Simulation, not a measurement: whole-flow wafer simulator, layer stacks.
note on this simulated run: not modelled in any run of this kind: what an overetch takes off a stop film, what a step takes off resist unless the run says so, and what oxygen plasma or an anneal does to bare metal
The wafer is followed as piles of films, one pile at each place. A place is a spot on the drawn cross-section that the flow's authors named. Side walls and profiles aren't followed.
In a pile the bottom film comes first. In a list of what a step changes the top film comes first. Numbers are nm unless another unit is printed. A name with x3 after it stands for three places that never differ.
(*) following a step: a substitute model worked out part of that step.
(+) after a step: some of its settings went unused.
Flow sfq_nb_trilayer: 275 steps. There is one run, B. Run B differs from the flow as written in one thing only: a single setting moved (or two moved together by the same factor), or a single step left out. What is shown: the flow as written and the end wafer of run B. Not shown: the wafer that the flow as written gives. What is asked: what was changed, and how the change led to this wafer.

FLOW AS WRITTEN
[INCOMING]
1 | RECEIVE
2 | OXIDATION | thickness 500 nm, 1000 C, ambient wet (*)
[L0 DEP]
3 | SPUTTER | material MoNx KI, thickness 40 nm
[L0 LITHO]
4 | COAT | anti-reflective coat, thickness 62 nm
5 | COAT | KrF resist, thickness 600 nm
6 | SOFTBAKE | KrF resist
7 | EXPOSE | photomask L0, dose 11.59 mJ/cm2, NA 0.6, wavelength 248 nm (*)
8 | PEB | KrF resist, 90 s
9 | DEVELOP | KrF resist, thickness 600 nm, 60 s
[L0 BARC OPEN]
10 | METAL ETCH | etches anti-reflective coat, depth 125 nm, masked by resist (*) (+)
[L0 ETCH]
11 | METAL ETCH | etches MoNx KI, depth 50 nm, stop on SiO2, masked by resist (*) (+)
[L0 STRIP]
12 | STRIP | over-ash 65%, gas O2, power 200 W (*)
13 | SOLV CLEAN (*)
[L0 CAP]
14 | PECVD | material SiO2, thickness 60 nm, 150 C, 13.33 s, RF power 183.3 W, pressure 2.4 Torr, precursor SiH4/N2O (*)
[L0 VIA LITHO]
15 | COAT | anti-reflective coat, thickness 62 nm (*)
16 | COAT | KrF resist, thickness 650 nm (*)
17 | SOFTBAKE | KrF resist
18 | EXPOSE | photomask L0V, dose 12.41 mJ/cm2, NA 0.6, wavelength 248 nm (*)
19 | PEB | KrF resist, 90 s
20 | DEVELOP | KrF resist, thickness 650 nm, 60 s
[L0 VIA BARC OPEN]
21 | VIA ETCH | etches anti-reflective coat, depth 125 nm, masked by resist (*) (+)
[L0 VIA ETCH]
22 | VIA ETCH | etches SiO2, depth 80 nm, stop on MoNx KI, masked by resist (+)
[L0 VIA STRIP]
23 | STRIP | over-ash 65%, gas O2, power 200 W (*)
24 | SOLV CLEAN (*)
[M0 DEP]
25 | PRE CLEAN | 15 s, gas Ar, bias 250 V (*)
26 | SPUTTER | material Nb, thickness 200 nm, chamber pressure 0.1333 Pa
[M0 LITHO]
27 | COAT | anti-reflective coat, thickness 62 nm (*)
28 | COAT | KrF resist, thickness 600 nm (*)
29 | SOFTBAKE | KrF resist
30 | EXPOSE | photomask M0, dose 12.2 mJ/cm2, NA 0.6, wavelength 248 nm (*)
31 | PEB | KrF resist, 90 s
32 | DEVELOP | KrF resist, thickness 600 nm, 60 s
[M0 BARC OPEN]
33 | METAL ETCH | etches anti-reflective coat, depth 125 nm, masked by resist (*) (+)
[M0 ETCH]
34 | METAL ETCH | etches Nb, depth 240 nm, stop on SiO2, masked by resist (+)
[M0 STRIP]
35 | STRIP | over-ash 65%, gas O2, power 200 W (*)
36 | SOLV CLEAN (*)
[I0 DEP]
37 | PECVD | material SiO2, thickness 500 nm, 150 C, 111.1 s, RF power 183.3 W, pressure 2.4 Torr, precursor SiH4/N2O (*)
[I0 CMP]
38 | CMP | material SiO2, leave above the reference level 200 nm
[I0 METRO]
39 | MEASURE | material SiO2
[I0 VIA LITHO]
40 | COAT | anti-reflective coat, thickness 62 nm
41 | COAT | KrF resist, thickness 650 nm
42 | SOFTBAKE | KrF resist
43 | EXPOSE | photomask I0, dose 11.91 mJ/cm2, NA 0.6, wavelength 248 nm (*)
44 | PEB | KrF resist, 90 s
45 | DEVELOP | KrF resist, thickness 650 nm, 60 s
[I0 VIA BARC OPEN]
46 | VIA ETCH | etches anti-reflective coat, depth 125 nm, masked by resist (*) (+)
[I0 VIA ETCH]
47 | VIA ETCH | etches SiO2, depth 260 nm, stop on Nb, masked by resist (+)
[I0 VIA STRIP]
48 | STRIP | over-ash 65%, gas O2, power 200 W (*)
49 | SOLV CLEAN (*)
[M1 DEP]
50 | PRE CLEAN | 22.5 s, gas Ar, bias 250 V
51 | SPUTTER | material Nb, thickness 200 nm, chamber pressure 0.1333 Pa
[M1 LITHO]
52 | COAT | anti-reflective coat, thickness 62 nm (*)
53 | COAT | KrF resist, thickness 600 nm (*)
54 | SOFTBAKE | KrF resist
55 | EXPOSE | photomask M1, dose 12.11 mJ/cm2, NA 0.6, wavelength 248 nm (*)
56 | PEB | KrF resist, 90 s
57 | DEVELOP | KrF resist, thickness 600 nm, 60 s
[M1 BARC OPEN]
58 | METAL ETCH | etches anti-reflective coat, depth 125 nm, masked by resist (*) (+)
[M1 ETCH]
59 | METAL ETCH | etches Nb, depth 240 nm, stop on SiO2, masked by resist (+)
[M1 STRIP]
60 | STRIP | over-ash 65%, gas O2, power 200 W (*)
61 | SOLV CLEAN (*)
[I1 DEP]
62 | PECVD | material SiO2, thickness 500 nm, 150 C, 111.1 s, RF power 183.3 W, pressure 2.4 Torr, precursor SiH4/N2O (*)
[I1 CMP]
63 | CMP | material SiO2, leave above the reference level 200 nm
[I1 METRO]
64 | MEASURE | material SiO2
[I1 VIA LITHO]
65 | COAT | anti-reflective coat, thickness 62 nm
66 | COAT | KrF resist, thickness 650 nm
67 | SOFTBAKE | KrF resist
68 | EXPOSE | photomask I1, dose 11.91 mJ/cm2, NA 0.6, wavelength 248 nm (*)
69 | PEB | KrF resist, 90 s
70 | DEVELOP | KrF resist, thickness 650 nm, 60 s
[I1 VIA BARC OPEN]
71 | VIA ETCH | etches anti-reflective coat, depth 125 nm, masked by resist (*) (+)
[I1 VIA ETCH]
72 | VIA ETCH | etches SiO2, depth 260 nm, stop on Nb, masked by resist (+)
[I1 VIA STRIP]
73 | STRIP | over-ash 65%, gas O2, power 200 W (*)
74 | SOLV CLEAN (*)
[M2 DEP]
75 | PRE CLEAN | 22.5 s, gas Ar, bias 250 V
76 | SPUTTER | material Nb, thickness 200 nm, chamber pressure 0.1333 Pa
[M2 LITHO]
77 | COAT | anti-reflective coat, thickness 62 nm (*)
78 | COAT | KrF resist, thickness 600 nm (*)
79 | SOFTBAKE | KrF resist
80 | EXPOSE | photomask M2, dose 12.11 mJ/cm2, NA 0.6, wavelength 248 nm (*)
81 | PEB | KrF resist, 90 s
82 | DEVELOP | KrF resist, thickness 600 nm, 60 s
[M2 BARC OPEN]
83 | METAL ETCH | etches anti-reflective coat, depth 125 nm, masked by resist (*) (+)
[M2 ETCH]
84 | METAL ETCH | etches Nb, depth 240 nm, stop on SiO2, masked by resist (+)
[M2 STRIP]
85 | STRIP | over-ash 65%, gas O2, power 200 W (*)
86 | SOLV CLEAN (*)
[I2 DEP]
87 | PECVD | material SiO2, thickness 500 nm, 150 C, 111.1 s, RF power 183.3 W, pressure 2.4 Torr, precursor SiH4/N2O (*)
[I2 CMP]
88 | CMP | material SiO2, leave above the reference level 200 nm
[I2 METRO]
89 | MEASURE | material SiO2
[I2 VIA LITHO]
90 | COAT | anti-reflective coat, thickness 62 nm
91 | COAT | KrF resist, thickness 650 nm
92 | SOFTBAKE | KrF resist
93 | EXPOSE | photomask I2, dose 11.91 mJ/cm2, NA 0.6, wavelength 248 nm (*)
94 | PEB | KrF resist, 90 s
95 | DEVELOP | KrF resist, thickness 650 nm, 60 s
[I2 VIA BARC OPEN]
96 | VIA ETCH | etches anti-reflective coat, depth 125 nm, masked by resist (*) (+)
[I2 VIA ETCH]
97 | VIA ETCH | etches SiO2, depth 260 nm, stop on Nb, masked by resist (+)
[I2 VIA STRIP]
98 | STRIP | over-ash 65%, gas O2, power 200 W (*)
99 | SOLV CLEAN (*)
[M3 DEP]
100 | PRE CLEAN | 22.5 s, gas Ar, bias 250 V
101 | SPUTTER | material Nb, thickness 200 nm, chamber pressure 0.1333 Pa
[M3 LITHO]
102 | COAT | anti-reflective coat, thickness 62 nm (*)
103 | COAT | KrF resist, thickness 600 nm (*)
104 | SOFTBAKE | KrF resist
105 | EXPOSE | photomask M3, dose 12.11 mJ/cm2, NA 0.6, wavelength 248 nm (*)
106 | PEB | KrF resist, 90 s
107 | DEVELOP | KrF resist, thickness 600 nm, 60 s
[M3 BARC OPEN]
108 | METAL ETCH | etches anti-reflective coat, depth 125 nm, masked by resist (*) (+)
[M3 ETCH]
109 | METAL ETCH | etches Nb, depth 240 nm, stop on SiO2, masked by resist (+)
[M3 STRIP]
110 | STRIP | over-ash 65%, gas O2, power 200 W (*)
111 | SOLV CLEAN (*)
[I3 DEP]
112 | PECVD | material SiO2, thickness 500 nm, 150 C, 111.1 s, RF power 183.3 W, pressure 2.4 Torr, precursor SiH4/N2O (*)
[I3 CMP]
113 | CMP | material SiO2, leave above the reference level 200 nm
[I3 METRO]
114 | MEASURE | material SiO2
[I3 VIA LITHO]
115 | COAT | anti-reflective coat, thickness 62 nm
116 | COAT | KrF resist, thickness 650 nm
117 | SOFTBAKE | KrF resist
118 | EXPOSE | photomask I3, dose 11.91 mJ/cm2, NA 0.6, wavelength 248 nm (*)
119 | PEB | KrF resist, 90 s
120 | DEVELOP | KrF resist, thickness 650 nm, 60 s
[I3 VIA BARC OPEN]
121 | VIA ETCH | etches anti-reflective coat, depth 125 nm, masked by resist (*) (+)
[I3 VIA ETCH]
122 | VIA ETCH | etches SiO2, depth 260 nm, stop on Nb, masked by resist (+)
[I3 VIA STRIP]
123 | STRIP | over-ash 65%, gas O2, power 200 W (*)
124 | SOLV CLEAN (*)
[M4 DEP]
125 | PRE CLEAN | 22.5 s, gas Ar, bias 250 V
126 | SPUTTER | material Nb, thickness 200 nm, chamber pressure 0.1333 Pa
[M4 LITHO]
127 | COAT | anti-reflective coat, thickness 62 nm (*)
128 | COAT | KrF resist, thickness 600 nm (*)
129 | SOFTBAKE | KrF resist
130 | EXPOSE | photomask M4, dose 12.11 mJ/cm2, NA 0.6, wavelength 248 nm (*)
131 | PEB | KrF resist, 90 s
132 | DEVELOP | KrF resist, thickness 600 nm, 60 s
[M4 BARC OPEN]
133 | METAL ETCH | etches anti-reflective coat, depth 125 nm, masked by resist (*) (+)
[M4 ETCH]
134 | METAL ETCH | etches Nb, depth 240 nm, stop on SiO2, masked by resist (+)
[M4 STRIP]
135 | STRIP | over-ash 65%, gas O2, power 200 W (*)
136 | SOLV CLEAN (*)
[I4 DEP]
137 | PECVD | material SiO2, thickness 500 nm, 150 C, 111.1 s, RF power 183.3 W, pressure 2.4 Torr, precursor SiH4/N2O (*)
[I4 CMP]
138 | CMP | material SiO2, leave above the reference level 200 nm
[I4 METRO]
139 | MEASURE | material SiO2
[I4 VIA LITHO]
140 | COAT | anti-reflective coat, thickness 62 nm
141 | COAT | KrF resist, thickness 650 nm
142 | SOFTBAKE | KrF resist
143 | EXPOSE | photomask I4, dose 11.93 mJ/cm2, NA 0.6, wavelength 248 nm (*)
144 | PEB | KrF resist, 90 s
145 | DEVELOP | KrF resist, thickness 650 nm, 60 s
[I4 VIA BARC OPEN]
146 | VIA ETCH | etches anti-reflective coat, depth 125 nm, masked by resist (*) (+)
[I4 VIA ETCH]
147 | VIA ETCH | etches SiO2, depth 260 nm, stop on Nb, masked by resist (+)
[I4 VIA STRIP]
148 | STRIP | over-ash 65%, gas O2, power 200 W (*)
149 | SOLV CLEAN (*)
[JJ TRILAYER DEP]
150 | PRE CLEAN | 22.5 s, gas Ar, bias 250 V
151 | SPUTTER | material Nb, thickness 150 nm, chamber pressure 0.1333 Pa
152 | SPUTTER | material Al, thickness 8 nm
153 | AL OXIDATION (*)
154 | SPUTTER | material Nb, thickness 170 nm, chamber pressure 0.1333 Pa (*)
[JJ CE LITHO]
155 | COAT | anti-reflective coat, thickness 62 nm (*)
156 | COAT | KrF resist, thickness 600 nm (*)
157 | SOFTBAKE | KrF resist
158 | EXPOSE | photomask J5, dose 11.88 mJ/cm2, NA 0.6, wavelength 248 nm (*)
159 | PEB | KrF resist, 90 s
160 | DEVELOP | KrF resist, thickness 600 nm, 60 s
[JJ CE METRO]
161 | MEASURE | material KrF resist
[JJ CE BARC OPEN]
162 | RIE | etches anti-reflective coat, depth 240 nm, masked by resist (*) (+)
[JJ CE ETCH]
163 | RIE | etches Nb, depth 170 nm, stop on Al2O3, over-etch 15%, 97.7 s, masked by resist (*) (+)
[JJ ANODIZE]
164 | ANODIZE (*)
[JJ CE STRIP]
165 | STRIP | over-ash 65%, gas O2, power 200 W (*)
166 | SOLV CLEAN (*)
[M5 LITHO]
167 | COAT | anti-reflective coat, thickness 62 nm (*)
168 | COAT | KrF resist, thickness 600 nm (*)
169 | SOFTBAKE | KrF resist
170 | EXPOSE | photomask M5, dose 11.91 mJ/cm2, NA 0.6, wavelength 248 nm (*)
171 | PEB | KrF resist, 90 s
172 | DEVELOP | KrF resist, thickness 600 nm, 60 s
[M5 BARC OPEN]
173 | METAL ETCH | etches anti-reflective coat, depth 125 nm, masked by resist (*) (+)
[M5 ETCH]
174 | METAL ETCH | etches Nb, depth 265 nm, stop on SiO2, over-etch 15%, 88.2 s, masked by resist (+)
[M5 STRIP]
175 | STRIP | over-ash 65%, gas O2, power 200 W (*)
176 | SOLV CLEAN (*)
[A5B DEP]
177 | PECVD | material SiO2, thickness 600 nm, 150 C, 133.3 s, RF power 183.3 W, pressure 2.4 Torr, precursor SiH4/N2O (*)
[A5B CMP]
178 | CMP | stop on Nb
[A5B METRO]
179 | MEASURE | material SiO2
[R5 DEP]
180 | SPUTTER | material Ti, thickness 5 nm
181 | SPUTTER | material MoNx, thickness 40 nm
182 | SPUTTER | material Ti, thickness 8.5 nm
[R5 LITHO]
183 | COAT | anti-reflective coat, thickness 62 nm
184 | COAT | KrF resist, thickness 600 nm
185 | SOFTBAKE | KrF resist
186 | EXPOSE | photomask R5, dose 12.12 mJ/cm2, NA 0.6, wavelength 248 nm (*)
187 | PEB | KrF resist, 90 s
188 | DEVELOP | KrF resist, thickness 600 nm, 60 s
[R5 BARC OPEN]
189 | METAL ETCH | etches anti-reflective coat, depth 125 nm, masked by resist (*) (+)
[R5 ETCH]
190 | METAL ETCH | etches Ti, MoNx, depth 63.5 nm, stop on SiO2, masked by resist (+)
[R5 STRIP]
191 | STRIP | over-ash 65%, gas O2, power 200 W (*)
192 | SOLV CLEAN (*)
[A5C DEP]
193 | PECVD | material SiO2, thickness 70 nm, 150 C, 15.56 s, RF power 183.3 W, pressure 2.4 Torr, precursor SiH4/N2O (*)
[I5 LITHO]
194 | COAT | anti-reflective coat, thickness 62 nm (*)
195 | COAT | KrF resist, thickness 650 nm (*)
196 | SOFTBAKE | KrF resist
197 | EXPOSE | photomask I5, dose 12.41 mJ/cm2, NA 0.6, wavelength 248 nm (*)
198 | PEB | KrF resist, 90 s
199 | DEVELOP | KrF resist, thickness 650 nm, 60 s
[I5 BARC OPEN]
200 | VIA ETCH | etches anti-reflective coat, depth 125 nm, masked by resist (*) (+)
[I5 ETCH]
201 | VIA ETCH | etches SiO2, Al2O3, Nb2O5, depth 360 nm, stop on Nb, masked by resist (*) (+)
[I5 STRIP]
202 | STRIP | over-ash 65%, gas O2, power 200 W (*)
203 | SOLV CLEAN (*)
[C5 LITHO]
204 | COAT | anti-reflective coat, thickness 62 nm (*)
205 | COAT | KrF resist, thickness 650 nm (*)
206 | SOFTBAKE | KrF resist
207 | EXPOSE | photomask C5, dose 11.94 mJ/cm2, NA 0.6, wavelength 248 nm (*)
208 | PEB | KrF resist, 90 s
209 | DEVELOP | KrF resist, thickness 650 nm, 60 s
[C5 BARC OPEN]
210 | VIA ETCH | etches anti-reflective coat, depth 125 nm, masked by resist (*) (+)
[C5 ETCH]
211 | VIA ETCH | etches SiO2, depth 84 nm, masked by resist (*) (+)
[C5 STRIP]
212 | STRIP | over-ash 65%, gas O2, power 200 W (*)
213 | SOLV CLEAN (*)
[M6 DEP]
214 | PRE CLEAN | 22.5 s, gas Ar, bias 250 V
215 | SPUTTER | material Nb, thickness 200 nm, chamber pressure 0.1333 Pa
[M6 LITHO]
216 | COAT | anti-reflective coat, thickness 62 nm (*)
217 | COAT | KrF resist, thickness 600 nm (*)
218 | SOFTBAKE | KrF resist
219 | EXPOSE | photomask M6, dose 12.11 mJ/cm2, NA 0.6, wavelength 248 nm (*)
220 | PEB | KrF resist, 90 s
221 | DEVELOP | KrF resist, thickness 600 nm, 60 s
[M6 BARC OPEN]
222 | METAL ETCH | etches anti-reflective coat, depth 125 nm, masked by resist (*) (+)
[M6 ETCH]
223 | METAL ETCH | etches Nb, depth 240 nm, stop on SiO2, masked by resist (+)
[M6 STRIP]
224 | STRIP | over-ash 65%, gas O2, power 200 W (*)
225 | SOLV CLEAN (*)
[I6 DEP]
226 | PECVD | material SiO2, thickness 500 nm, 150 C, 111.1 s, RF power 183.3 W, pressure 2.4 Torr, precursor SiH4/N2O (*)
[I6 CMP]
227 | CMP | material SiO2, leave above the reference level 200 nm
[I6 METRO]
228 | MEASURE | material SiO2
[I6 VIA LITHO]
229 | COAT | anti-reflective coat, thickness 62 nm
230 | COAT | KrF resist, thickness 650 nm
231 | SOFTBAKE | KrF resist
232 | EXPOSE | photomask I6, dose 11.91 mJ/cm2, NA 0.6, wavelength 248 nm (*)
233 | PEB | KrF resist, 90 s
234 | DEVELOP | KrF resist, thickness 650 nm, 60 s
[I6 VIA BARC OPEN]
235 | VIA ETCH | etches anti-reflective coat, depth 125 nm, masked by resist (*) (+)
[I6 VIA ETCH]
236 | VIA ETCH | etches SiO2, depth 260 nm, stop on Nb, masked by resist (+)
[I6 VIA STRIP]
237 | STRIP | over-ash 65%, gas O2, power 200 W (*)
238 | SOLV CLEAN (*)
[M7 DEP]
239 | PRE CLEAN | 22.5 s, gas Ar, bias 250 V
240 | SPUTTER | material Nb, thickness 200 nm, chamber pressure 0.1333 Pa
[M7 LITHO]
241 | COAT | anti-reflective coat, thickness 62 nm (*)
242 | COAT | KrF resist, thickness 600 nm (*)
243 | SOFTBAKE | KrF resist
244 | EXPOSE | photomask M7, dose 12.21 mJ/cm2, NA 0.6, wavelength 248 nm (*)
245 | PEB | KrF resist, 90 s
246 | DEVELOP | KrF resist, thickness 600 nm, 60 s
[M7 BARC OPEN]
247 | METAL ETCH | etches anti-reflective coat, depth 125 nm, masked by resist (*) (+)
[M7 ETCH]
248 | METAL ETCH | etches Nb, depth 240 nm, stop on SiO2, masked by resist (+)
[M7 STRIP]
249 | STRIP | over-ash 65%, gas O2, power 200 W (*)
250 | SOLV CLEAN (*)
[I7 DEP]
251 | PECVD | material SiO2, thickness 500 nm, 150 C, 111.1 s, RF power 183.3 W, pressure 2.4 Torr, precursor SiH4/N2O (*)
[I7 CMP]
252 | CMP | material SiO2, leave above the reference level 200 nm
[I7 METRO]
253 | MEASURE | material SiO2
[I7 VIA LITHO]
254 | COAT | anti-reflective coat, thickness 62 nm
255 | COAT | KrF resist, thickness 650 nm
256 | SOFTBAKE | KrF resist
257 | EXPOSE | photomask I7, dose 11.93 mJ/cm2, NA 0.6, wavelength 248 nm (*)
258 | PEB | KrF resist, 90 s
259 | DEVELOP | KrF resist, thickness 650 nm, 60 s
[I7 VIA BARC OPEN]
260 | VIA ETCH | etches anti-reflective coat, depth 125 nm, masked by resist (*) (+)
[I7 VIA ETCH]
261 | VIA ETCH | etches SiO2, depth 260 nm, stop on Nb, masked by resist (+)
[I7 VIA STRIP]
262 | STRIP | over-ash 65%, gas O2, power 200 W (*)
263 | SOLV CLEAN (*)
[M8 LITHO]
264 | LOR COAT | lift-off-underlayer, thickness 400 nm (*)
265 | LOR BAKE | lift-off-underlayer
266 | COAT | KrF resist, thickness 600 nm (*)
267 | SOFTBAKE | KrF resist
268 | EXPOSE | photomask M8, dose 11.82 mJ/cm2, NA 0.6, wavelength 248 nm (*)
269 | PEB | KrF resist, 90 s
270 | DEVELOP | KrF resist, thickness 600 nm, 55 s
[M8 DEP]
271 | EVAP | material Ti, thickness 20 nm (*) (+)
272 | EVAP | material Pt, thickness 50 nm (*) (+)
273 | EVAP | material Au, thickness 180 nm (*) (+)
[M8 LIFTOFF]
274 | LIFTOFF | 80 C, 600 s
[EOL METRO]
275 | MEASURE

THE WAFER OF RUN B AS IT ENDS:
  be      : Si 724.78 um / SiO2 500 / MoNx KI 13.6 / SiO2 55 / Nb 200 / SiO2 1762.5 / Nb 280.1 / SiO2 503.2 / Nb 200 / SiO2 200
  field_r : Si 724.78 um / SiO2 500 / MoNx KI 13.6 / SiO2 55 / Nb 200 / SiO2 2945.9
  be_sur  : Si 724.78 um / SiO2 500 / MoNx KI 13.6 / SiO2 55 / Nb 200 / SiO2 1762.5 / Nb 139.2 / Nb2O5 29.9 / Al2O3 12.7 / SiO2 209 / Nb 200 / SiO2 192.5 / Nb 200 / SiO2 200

What caused this: step 3, SPUTTER: thickness 63.6 nm was run, while the flow as written has thickness 40 nm.

The path from the change to this, step by step:
  3 | SPUTTER | material MoNx KI, thickness 40 nm
      field_l, v_sur, via_wl and 103 more: +63.6 MoNx KI (new film) (in the flow as written it would be: +40 MoNx KI (new film))
  11 | METAL ETCH | etches MoNx KI, depth 50 nm, stop on SiO2, masked by resist (*) (+)
      v_sur, via_wl, via_w and 97 more: -50 MoNx KI (in the flow as written it would be: -40 MoNx KI (all of it))
  14 | PECVD | material SiO2, thickness 60 nm, 150 C, 13.33 s, RF power 183.3 W, pressure 2.4 Torr, precursor SiH4/N2O (*)
      v_sur, via_wl, via_w and 97 more: +60 SiO2 (new film) (in the flow as written it would be: +60 SiO2)
  15 | COAT | anti-reflective coat, thickness 62 nm (*)
      field_l: +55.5 anti-reflective coat (new film) (in the flow as written it would be: +56.7 anti-reflective coat (new film))
      v_sur: +74.9 anti-reflective coat (new film) (in the flow as written it would be: +72.2 anti-reflective coat (new film))
      (and at 2 other places as well)
  23 | STRIP | over-ash 65%, gas O2, power 200 W (*)
      field_l: -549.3 KrF resist (all of it), -55.5 anti-reflective coat (all of it) (in the flow as written it would be: -551.4 KrF resist (all of it), -56.7 anti-reflective coat (all of it))
      v_sur: -573.1 KrF resist (all of it), -74.9 anti-reflective coat (all of it) (in the flow as written it would be: -570.5 KrF resist (all of it), -72.2 anti-reflective coat (all of it))
      (and at 2 other places as well)
  27 | COAT | anti-reflective coat, thickness 62 nm (*)
      v_sur: +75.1 anti-reflective coat (new film) (in the flow as written it would be: +72.3 anti-reflective coat (new film))
      l0_sur: +46.5 anti-reflective coat (new film) (in the flow as written it would be: +47.5 anti-reflective coat (new film))
      (and at 1 other place as well)
  35 | STRIP | over-ash 65%, gas O2, power 200 W (*)
      v_sur: -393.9 KrF resist (all of it), -75.1 anti-reflective coat (all of it) (in the flow as written it would be: -391.6 KrF resist (all of it), -72.3 anti-reflective coat (all of it))
      l0_sur: -369.2 KrF resist (all of it), -46.5 anti-reflective coat (all of it) (in the flow as written it would be: -372 KrF resist (all of it), -47.5 anti-reflective coat (all of it))
      (and at 1 other place as well)
  38 | CMP | material SiO2, leave above the reference level 200 nm
      field_l, l0_sur, l0r_line_l, l0r_line_c, l0r_line_r: -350 SiO2 (in the flow as written it would be: -340 SiO2)
      l0v: -287.8 SiO2 (in the flow as written it would be: -277.8 SiO2)
If metal films that touch count as one body, be has 4 bodies (between them, from the top down: SiO2 503.2; SiO2 1762.5; SiO2 55); the flow as written gives 3 bodies (between them, from the top down: SiO2 503.2; SiO2 1762.5).
If metal films that touch count as one body, field_r has 2 bodies (between them, from the top down: SiO2 55); the flow as written gives 1 body.
If metal films that touch count as one body, be_sur has 5 bodies (between them, from the top down: SiO2 192.5; SiO2 209 / Al2O3 12.7 / Nb2O5 29.9; SiO2 1762.5; SiO2 55); the flow as written gives 4 bodies (between them, from the top down: SiO2 192.5; SiO2 209 / Al2O3 12.7 / Nb2O5 29.9; SiO2 1762.5).
